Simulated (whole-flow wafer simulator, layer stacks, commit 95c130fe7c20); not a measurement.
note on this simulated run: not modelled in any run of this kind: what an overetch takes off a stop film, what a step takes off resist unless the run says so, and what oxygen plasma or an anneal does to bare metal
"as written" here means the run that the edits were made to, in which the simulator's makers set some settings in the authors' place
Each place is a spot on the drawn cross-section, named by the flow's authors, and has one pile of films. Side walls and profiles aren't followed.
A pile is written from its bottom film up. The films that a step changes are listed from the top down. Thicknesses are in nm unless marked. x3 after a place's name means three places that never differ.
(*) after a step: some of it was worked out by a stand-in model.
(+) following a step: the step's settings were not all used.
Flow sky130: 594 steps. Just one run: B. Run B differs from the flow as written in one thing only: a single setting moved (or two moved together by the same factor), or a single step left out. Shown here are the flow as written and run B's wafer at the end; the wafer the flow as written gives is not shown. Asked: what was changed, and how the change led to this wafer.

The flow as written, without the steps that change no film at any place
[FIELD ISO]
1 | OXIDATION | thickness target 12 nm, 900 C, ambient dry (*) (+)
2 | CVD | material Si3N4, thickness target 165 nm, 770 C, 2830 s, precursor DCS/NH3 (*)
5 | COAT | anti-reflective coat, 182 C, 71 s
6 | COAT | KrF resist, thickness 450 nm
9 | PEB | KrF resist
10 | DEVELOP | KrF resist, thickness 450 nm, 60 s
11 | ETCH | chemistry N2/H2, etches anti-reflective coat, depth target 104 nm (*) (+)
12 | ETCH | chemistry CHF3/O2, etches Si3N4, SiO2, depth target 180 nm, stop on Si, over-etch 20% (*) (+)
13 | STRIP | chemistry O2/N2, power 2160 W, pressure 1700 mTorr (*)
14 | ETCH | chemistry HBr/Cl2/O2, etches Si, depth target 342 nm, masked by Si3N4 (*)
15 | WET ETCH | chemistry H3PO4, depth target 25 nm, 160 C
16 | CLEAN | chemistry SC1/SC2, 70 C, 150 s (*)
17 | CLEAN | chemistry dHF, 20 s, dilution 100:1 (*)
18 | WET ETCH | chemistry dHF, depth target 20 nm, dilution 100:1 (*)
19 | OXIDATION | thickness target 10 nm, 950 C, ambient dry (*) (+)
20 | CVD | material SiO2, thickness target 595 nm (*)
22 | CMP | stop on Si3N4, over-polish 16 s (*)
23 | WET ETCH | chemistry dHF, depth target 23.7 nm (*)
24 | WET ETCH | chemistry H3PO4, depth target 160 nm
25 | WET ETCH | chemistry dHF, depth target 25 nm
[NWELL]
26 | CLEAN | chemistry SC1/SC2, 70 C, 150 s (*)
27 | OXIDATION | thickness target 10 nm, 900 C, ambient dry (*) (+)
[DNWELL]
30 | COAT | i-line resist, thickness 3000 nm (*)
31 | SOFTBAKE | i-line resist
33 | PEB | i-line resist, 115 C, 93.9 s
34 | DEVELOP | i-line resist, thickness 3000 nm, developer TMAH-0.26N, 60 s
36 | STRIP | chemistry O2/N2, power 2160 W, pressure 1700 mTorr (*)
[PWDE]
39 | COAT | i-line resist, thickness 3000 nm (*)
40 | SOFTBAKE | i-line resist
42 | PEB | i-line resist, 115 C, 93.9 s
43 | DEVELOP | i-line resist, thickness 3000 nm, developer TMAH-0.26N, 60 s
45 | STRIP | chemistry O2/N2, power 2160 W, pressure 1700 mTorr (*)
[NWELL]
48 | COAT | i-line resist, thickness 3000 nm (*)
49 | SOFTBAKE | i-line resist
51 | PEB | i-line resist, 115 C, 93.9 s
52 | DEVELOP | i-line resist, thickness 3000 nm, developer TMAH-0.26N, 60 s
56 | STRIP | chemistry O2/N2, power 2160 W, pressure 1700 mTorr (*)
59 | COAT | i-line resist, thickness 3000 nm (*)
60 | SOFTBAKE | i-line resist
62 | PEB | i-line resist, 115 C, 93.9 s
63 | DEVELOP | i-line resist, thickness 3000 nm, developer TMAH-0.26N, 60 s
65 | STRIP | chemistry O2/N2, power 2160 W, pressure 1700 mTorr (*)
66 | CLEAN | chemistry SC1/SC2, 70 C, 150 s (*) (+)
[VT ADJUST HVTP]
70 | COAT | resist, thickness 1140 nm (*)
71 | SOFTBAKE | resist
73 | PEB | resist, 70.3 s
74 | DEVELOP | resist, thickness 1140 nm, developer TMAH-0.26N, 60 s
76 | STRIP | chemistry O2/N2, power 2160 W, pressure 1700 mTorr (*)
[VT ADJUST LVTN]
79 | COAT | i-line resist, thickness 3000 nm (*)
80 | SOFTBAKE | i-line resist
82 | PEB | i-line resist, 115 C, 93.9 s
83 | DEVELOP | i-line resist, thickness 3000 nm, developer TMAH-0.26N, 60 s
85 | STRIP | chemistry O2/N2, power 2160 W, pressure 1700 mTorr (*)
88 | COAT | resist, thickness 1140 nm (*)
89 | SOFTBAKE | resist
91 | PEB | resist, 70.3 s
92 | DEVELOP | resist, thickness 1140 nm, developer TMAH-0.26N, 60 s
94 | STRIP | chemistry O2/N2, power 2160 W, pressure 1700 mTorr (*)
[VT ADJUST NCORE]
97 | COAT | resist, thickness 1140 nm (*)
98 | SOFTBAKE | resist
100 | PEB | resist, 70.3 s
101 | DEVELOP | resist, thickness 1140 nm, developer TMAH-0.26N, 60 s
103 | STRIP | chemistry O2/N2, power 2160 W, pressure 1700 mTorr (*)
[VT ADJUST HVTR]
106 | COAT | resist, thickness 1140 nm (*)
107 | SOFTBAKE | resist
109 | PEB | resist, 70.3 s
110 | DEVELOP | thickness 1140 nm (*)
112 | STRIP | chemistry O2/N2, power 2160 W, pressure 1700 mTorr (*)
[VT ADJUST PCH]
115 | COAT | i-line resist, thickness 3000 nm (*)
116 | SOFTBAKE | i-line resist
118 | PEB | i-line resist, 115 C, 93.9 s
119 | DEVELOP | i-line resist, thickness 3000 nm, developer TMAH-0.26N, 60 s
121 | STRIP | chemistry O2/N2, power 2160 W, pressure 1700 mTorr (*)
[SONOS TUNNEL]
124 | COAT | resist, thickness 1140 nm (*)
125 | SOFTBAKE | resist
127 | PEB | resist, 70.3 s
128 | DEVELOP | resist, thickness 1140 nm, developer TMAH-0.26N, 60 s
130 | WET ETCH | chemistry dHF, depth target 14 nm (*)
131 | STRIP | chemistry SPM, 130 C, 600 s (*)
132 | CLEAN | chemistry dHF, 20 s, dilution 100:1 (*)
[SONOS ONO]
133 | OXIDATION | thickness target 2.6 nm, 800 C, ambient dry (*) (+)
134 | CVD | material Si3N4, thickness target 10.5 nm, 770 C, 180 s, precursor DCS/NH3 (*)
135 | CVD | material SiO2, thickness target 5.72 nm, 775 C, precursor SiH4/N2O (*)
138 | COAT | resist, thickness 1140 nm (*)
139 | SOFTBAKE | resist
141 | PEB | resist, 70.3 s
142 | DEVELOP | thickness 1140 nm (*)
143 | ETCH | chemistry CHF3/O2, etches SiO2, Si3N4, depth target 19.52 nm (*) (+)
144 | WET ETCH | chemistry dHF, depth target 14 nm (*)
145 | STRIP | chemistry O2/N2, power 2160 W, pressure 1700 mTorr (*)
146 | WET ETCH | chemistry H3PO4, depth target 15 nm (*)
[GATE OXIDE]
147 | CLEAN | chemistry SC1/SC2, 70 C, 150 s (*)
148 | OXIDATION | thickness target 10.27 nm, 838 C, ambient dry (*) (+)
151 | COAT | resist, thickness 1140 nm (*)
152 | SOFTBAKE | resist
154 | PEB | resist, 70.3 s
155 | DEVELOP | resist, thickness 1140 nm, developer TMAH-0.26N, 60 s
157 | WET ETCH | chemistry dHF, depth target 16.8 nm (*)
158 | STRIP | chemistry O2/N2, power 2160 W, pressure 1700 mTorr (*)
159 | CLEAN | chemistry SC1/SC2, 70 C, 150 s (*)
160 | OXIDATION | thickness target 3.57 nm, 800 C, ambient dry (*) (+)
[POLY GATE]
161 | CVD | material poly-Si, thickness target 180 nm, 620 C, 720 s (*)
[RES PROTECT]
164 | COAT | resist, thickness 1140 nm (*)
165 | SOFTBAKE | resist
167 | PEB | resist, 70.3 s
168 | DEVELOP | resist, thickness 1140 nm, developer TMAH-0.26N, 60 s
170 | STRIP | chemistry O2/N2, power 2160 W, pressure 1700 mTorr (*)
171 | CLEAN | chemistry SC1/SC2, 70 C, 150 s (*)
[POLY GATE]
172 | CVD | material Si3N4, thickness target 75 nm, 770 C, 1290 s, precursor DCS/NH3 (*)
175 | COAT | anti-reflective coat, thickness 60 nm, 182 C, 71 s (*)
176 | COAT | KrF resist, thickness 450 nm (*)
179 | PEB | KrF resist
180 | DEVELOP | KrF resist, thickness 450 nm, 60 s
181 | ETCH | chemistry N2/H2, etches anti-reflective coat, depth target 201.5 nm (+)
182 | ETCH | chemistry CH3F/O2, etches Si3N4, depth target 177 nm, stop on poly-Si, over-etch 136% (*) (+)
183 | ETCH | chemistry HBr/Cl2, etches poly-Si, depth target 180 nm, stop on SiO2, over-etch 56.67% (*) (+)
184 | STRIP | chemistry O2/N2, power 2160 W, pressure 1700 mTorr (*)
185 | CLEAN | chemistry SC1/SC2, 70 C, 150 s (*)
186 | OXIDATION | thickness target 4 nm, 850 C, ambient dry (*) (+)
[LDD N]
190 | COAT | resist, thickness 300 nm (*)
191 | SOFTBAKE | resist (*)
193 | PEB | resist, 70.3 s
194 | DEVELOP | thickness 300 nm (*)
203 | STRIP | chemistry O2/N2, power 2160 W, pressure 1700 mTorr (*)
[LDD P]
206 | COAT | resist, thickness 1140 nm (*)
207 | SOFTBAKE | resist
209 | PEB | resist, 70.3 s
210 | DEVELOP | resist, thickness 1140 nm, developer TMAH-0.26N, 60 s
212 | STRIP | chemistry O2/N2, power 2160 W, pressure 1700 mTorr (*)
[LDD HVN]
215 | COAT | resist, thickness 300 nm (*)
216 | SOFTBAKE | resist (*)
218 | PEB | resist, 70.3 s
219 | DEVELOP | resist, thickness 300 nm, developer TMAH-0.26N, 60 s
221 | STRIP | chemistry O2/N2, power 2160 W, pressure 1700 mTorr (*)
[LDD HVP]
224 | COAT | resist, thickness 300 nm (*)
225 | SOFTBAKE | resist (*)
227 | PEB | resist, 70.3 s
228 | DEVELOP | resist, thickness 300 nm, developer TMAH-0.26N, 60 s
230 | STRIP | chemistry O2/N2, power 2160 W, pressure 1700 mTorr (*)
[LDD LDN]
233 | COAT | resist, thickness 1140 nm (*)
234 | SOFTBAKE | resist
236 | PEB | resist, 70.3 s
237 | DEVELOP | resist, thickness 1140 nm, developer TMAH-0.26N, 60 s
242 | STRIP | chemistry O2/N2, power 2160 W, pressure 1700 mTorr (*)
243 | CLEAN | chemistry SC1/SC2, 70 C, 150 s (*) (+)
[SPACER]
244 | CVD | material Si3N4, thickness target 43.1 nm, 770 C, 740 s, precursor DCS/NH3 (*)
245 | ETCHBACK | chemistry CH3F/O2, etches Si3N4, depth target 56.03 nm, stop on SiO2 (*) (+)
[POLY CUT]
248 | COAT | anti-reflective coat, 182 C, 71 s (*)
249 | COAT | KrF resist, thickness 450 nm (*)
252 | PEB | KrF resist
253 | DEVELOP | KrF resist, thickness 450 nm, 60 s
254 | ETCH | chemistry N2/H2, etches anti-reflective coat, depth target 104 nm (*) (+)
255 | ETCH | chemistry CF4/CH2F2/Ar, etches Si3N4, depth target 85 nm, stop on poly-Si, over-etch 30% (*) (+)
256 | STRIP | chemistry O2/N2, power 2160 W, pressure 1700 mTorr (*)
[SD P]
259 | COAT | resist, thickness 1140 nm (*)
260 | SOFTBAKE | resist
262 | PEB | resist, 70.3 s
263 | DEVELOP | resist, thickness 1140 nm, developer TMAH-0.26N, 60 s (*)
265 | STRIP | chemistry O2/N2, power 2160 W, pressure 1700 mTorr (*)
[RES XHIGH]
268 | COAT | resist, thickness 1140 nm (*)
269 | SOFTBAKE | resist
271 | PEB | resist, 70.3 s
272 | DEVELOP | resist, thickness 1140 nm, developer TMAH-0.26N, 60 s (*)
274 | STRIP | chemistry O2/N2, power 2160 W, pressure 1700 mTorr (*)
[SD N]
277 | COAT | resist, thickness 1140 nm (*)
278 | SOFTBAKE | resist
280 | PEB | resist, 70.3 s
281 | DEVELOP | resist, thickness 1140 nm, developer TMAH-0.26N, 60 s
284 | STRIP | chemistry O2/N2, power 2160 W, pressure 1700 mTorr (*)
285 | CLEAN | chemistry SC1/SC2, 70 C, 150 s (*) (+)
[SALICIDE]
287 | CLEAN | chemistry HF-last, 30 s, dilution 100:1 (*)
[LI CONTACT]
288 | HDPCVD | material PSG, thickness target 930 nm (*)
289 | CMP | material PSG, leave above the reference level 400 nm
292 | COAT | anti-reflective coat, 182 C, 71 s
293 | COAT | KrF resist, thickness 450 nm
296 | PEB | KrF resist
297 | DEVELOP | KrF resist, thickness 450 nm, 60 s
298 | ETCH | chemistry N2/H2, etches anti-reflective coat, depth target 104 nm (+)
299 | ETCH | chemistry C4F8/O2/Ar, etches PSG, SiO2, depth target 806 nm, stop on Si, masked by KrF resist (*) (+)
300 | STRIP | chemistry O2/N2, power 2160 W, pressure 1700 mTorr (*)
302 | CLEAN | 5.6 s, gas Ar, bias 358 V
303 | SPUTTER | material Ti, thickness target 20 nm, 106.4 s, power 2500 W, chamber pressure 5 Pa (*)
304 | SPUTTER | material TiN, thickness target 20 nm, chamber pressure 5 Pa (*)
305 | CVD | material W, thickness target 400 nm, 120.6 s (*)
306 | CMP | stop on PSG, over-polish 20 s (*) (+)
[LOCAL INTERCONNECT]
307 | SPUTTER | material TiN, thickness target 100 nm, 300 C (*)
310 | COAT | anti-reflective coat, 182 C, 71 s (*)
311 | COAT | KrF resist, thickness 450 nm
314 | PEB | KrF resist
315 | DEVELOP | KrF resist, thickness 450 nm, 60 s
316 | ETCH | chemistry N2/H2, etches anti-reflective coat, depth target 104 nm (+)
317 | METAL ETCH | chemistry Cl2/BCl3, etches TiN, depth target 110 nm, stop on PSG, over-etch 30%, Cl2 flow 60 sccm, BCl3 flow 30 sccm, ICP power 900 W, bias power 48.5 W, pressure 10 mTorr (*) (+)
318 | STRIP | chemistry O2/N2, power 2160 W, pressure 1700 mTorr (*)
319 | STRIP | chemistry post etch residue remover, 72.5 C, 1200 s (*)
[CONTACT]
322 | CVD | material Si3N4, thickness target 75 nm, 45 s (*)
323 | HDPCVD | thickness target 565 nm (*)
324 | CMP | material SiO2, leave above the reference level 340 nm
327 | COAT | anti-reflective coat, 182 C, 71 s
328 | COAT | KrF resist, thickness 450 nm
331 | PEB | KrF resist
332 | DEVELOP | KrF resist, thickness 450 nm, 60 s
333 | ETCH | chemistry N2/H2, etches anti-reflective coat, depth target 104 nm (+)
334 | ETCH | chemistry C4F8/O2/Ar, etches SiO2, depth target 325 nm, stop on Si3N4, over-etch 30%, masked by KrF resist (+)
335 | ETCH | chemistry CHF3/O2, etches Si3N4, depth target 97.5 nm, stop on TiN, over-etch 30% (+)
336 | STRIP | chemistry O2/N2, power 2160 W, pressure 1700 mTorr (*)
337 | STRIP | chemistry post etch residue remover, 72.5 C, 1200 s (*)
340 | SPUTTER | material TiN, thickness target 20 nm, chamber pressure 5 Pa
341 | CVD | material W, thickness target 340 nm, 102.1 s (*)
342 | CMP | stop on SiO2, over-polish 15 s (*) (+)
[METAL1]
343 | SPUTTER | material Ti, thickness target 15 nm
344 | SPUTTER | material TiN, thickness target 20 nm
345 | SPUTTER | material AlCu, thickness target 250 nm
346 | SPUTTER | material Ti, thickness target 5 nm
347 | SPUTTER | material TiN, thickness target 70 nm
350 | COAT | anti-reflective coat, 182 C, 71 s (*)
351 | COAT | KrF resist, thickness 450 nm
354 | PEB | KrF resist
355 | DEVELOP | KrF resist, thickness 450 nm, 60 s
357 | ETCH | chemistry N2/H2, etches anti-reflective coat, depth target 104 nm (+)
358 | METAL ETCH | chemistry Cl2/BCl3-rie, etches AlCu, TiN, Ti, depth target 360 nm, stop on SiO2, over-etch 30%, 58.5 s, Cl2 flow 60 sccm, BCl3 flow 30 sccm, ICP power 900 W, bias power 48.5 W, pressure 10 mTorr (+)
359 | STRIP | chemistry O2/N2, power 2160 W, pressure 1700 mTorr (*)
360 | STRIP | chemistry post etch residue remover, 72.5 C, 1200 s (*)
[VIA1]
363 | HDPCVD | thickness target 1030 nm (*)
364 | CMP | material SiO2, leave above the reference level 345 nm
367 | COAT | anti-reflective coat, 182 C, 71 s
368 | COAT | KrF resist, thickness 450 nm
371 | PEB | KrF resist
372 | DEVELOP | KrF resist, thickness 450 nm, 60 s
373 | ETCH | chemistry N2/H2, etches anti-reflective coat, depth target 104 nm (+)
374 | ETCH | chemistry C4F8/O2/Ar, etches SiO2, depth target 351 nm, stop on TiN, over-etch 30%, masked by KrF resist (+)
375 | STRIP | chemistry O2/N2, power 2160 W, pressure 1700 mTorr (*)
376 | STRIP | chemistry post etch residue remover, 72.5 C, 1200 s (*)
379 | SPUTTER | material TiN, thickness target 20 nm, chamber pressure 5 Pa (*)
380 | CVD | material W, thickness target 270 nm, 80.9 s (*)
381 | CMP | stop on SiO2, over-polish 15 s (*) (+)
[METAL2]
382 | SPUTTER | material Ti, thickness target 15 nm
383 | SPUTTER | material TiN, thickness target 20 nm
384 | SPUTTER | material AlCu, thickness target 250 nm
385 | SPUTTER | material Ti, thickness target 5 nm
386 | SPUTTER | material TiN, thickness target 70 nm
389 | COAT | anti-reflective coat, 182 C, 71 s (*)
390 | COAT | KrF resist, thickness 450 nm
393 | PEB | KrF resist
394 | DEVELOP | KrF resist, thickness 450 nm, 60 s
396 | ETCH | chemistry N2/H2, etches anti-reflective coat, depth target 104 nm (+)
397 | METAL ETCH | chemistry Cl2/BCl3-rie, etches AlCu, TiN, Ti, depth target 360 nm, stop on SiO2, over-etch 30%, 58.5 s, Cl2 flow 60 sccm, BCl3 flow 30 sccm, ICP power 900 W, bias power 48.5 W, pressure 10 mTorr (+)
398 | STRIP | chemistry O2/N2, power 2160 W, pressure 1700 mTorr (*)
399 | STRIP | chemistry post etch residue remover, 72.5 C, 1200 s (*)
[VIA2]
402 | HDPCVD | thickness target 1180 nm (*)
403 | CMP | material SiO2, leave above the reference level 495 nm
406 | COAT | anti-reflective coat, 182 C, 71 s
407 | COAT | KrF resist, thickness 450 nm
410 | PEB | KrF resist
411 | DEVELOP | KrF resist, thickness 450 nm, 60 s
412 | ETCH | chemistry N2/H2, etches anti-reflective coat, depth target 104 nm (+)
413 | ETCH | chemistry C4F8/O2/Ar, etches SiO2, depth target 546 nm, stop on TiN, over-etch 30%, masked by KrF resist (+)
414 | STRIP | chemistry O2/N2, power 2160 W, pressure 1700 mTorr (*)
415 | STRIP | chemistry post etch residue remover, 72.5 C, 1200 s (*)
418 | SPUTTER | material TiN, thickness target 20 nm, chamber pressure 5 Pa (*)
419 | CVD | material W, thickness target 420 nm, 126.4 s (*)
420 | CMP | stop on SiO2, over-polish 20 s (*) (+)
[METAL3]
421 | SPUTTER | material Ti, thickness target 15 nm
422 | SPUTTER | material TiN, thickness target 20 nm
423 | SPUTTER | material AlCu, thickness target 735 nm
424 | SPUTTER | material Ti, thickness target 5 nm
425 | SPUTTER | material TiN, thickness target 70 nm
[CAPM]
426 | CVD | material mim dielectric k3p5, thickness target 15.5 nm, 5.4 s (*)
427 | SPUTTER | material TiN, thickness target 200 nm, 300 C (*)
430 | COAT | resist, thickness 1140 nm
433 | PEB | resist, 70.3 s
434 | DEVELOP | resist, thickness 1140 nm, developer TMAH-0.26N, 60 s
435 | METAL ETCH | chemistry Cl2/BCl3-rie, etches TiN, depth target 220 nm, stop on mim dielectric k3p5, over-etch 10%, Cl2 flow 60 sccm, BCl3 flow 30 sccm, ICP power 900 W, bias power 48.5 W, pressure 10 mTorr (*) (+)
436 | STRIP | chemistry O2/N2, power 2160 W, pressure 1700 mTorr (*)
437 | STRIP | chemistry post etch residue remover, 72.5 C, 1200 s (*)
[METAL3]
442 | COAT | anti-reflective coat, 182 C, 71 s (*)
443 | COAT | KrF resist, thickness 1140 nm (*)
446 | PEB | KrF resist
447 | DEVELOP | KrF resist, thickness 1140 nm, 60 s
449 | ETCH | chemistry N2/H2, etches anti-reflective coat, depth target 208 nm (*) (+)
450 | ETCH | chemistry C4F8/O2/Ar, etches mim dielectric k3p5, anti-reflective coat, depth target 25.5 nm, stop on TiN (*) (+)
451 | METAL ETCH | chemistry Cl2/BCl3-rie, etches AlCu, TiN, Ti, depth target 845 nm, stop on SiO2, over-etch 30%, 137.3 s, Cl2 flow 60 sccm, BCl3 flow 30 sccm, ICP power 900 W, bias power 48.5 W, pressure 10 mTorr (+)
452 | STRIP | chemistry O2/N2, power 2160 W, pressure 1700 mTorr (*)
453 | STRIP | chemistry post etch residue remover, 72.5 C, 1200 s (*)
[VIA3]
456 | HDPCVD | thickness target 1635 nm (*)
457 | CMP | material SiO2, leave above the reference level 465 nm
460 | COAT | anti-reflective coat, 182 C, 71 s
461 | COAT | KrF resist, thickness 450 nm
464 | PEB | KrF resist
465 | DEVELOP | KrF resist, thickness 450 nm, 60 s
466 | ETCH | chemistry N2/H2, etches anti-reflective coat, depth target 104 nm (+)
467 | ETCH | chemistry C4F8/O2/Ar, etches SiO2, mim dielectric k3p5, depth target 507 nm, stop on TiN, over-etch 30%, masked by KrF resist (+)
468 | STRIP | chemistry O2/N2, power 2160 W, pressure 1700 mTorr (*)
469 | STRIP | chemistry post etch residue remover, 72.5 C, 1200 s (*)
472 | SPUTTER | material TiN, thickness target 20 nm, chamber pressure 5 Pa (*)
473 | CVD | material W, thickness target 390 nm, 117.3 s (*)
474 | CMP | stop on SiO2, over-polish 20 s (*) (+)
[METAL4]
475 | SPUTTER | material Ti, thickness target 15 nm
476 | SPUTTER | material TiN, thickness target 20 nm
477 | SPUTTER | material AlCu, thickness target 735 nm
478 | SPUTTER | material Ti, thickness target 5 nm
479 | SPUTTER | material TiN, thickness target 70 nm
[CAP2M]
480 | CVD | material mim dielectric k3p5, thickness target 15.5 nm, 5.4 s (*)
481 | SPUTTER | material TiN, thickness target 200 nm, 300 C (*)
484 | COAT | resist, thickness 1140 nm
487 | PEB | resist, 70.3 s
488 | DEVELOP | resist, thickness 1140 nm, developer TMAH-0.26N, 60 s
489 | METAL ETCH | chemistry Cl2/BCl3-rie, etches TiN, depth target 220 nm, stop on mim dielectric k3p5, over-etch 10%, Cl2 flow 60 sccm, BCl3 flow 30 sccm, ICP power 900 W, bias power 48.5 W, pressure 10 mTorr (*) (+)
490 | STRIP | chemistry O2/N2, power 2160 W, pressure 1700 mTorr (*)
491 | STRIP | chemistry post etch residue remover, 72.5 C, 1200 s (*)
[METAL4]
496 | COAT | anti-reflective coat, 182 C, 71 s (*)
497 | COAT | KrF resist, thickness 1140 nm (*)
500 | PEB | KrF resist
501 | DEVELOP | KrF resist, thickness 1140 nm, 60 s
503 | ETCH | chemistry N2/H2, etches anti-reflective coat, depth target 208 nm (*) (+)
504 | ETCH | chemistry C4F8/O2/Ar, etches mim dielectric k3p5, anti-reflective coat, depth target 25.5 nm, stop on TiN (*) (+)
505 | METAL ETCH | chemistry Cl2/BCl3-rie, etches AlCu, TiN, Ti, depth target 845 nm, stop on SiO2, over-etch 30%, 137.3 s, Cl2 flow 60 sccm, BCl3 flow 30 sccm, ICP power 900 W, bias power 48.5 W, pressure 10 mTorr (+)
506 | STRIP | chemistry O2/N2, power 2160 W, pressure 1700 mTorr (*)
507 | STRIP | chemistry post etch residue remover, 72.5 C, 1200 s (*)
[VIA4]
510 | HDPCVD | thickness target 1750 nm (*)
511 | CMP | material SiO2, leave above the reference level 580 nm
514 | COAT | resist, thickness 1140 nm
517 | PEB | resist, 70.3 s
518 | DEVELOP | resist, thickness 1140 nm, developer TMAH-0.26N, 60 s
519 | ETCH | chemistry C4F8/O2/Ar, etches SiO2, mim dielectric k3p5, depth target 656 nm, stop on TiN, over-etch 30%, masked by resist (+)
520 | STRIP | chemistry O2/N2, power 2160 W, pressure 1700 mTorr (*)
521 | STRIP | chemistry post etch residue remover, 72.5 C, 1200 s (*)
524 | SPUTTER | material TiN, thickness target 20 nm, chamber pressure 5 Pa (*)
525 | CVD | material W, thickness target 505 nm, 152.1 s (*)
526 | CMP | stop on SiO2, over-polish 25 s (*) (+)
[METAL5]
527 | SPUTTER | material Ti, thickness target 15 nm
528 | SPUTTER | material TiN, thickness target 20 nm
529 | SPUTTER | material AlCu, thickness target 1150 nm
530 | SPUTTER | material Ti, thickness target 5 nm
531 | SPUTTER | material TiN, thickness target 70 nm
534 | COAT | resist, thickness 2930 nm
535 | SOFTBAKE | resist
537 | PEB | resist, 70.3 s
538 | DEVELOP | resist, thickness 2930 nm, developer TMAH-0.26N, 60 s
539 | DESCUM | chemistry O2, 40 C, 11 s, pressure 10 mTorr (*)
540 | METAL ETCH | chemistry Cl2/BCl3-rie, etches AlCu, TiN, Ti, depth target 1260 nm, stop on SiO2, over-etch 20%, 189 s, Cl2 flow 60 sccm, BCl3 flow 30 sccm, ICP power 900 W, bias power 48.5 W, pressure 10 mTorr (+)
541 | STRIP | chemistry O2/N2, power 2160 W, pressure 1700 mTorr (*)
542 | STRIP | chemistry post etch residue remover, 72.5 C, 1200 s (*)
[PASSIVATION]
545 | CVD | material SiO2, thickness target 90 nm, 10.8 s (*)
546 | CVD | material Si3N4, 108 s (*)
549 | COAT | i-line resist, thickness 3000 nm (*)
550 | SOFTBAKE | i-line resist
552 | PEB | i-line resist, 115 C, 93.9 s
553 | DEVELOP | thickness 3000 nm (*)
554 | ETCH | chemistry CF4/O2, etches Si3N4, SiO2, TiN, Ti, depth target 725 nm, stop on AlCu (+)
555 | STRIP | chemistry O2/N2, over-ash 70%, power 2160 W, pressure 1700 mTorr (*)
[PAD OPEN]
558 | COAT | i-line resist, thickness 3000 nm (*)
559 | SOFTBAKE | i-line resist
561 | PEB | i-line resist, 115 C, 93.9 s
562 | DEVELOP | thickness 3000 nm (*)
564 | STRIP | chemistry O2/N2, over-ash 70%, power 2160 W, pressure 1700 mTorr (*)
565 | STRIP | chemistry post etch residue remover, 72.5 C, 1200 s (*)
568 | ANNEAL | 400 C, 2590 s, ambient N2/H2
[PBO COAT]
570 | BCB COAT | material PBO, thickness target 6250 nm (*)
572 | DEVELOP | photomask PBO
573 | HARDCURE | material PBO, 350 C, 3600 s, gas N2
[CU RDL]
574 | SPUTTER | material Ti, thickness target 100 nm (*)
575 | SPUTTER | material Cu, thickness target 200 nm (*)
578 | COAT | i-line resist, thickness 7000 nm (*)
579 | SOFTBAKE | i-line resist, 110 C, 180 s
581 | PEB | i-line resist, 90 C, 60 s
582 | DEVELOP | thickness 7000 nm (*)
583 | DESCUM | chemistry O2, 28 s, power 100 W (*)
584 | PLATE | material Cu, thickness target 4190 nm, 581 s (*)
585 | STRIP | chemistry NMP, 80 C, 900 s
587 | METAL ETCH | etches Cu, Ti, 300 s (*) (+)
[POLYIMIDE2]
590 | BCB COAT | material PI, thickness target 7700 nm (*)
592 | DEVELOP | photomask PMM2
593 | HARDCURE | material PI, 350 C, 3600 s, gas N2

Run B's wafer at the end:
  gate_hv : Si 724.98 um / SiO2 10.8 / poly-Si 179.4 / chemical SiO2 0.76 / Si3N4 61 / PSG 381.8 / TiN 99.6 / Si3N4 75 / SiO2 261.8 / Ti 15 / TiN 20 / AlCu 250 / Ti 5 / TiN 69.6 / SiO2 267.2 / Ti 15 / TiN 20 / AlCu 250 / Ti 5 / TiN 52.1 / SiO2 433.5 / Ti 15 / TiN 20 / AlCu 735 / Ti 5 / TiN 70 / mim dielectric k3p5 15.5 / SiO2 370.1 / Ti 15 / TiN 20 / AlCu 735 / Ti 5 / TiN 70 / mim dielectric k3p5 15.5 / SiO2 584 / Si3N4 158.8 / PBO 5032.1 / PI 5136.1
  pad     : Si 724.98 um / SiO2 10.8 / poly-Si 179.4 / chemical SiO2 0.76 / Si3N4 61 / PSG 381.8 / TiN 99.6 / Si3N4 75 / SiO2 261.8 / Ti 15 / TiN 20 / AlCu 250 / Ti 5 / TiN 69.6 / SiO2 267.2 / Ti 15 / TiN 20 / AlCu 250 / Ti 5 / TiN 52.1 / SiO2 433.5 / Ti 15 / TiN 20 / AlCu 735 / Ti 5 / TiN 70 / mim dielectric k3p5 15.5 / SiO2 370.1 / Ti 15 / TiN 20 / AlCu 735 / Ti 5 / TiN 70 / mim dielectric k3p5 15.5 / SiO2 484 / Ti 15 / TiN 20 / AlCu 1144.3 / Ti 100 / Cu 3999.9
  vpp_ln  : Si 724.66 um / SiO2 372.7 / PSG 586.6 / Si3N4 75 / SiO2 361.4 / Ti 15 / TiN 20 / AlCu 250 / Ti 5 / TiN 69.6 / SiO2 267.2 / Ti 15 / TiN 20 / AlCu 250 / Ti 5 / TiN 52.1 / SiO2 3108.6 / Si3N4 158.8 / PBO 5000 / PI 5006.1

Cause: step 386, SPUTTER: thickness target 52.5 nm was run, while the flow as written has thickness target 70 nm.

How this came from the change, step by step:
  386 | SPUTTER | material TiN, thickness target 70 nm
      field, active, n_well and 188 more: TiN gains 52.5 (new film) (as written it would have been: TiN gains 70 (new film))
  397 | METAL ETCH | chemistry Cl2/BCl3-rie, etches AlCu, TiN, Ti, depth target 360 nm, stop on SiO2, over-etch 30%, 58.5 s, Cl2 flow 60 sccm, BCl3 flow 30 sccm, ICP power 900 W, bias power 48.5 W, pressure 10 mTorr (+)
      field, active, gate and 82 more: TiN loses 51.2 (all of it), Ti loses 5 (all of it), AlCu loses 250 (all of it), TiN loses 20 (all of it), Ti loses 15 (all of it), SiO2 loses 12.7 (as written it would have been: TiN loses 68.7 (all of it), Ti loses 5 (all of it), AlCu loses 250 (all of it), TiN loses 20 (all of it), Ti loses 15 (all of it), SiO2 loses 10.9)
  403 | CMP | material SiO2, leave above the reference level 495 nm
      n_well, p_well, gate_hv and 101 more: SiO2 loses 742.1 (as written it would have been: SiO2 loses 759.6)
      m1, via1_hole: SiO2 loses 741.6 (as written it would have been: SiO2 loses 759.1)
  413 | ETCH | chemistry C4F8/O2/Ar, etches SiO2, depth target 546 nm, stop on TiN, over-etch 30%, masked by KrF resist (+)
      m1: SiO2 loses 437.8 (all of it) (as written it would have been: SiO2 loses 420.3 (all of it))
      via2_hole: SiO2 loses 437.3 (all of it) (as written it would have been: SiO2 loses 419.8 (all of it))
  419 | CVD | material W, thickness target 420 nm, 126.4 s (*)
      m1: W gains 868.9 (new film) (as written it would have been: W gains 851.1 (new film))
      via2_hole: W gains 868.4 (new film) (as written it would have been: W gains 850.7 (new film))
